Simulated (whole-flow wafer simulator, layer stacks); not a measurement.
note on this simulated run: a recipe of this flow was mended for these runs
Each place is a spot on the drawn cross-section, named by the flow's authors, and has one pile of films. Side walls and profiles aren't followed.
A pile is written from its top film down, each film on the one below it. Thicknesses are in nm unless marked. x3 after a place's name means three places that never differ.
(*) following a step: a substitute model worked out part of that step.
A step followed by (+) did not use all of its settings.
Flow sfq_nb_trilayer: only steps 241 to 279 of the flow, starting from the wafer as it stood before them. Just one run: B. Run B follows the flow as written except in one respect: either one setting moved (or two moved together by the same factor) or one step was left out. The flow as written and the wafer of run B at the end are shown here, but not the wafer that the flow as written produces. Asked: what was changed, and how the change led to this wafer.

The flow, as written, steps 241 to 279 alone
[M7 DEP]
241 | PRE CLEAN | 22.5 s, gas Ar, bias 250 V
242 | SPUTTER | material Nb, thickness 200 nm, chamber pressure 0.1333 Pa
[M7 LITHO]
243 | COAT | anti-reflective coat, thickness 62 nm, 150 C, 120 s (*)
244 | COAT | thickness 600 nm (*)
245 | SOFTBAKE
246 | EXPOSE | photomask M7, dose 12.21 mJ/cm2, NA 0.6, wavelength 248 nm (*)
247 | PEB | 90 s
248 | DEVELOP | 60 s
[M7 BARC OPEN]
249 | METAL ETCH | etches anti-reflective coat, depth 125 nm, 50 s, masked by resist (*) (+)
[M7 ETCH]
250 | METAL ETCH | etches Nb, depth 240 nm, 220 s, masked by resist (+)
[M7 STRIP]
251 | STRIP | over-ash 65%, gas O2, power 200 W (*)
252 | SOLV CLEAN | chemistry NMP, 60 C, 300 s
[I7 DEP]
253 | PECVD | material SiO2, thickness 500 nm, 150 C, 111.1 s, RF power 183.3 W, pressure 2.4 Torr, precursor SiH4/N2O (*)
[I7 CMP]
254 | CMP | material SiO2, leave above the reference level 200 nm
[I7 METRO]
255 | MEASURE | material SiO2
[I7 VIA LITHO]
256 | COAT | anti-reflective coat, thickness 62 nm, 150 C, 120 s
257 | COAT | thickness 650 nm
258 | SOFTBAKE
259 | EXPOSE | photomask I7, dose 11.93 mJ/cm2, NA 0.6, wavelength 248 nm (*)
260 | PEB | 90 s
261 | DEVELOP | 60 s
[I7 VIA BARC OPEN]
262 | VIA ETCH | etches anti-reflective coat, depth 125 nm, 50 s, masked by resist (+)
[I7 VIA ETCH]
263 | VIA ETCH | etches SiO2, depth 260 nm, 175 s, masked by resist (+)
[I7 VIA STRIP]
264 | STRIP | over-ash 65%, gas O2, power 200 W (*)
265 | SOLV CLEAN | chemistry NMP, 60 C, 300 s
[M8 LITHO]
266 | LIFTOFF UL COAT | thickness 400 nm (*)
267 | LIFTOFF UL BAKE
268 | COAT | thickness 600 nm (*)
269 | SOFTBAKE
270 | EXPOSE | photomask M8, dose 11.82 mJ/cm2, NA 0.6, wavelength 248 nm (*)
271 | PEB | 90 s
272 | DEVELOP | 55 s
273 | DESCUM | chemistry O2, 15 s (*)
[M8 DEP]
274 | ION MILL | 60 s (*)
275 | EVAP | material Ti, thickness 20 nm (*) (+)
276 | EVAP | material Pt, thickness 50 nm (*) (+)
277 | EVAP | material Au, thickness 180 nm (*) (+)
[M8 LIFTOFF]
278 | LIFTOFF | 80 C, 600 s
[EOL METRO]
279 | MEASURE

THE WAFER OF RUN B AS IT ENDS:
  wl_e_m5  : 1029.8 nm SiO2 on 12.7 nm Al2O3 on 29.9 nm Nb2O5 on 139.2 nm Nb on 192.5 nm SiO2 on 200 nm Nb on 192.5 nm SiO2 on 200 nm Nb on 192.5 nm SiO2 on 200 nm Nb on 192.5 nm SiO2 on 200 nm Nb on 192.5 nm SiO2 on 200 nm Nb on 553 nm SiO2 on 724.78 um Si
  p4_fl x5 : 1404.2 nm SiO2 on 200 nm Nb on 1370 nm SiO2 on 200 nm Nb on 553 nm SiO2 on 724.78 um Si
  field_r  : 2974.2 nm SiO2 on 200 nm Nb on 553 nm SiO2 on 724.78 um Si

Cause: step 242, SPUTTER: thickness 230 nm was run, while the flow as written has thickness 200 nm.

How this came from the change, step by step:
  242 | SPUTTER | material Nb, thickness 200 nm, chamber pressure 0.1333 Pa
      field_l, v_sur, via_wl and 102 more: +230 Nb (new film) (as written it would have been: +200 Nb (new film))
      via_v: +184 Nb (as written it would have been: +159.9 Nb)
  250 | METAL ETCH | etches Nb, depth 240 nm, 220 s, masked by resist (+)
      field_l, field_r, lsp_l and 62 more: -230 Nb (all of it), -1 SiO2 (as written it would have been: -200 Nb (all of it), -4 SiO2)
  253 | PECVD | material SiO2, thickness 500 nm, 150 C, 111.1 s, RF power 183.3 W, pressure 2.4 Torr, precursor SiH4/N2O (*)
      m7r_space_l x2: +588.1 SiO2 (as written it would have been: +561.1 SiO2)
  254 | CMP | material SiO2, leave above the reference level 200 nm
      field_l, p4_fl x5, p4_w1 x9 and 44 more: -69 SiO2 (as written it would have been: -96 SiO2)
      field_r, lsp_l: -43.2 SiO2 (as written it would have been: -73.2 SiO2)
      (as well as at 2 more places)
